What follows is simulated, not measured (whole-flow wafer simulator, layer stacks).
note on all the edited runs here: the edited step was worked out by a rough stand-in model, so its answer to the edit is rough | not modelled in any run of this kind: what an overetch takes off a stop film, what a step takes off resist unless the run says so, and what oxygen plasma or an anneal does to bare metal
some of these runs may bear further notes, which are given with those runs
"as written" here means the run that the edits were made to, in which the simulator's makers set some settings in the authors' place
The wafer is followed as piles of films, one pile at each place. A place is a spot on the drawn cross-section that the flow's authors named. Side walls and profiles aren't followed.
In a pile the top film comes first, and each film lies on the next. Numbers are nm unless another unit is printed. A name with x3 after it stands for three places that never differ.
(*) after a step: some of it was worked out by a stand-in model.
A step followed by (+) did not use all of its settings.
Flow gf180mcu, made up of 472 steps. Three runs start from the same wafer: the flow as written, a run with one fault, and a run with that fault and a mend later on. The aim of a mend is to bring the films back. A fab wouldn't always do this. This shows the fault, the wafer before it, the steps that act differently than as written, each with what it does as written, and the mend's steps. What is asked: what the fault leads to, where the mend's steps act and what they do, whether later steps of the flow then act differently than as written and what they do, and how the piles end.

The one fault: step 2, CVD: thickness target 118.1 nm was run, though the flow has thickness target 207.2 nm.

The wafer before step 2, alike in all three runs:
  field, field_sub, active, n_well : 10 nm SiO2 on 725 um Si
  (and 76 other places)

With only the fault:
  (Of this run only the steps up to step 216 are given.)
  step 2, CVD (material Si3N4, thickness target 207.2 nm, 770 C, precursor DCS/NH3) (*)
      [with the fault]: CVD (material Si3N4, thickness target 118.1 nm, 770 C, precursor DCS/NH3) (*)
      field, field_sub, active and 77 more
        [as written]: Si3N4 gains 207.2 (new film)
        [with the fault]: Si3N4 gains 118.1 (new film)
  Steps further on in the flow that do not act as written (not shown: 9 more steps that differ only slightly, by at most 2% or 0.5 nm, whichever is larger):
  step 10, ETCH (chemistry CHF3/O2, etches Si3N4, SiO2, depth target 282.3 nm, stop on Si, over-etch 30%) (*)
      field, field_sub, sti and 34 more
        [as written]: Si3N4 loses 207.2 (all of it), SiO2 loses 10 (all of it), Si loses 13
        [with the fault]: Si3N4 loses 118.1 (all of it), SiO2 loses 10 (all of it), Si loses 30.8
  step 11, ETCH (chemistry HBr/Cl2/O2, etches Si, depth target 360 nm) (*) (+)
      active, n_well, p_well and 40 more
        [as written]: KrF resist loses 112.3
        [with the fault]: KrF resist loses 106.4
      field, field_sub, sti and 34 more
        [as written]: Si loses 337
        [with the fault]: Si loses 319.2
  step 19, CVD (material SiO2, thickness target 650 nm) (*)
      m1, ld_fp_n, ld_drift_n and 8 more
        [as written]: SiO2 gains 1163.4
        [with the fault]: SiO2 gains 1074.3
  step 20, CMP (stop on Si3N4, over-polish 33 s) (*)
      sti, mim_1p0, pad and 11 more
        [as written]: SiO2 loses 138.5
        [with the fault]: SiO2 loses 227.5
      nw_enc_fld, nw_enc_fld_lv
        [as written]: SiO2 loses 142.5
        [with the fault]: SiO2 loses 231.6
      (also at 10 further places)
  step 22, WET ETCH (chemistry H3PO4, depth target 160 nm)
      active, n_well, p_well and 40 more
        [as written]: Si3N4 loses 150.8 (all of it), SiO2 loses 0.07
        [with the fault]: Si3N4 loses 61.7 (all of it), SiO2 loses 0.77
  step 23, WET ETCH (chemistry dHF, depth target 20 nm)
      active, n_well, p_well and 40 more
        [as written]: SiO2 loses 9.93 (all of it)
        [with the fault]: SiO2 loses 9.23 (all of it)
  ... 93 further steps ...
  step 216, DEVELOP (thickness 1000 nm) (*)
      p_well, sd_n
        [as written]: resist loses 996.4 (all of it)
        [with the fault]: resist loses 909.9 (all of it)
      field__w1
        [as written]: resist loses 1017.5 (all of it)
        [with the fault]: resist loses 1059.9 (all of it)
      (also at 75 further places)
  The piles after step 216 differ from the flow's at field, field__w1, field__w2 and 68 more by more than 2% or 0.5 nm, whichever is larger.
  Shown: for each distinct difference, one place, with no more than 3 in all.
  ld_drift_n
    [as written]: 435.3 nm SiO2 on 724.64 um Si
    [with the fault]: 20 nm SiO2 on 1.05 nm Si3N4 on 300.9 nm SiO2 on 724.63 um Si
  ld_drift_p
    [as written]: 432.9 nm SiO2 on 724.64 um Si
    [with the fault]: 20 nm SiO2 on 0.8 nm Si3N4 on 301 nm SiO2 on 724.63 um Si
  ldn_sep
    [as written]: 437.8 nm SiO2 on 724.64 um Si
    [with the fault]: 349.4 nm SiO2 on 724.63 um Si

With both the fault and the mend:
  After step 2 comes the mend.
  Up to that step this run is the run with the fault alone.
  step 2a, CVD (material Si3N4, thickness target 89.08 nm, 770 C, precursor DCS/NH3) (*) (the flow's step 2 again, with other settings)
      field, field_sub, active and 77 more
        Si3N4 gains 89.1
  Later steps of the flow that are run all act as written at every place that is followed.
  By the end, the piles equal the flow's at every place that both follow.
